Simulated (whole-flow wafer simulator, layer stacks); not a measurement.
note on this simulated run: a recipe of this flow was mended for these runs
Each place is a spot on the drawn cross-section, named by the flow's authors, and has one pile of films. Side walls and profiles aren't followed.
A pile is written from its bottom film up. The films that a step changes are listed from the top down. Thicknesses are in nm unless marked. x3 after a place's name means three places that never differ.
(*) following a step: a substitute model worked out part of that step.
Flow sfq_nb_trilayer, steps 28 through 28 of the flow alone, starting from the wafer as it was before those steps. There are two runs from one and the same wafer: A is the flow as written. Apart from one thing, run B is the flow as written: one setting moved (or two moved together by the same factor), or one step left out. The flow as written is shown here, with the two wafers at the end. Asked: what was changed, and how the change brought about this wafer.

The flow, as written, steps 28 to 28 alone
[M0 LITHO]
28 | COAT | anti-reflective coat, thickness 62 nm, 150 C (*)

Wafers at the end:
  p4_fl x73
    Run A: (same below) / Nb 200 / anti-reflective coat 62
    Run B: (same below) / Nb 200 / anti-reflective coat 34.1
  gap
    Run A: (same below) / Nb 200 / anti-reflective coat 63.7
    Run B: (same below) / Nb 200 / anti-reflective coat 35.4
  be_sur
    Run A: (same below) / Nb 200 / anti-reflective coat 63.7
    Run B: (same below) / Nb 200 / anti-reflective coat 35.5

The reason: step 28, COAT: thickness 34.1 nm was run, whereas the flow has thickness 62 nm.
The wafer itself shows it: p4_fl x73 has anti-reflective coat 34.1, and step 28 as written asks for 62 nm.

How this came from the change, step by step:
  28 | COAT | anti-reflective coat, thickness 62 nm, 150 C (*)
      p4_fl x73: A anti-reflective coat gains 62 (new film) | B anti-reflective coat gains 34.1 (new film)
      gap, jj_sur, ce_l and 7 more: A anti-reflective coat gains 63.7 (new film) | B anti-reflective coat gains 35.4 (new film)
      (and at 23 other places as well)
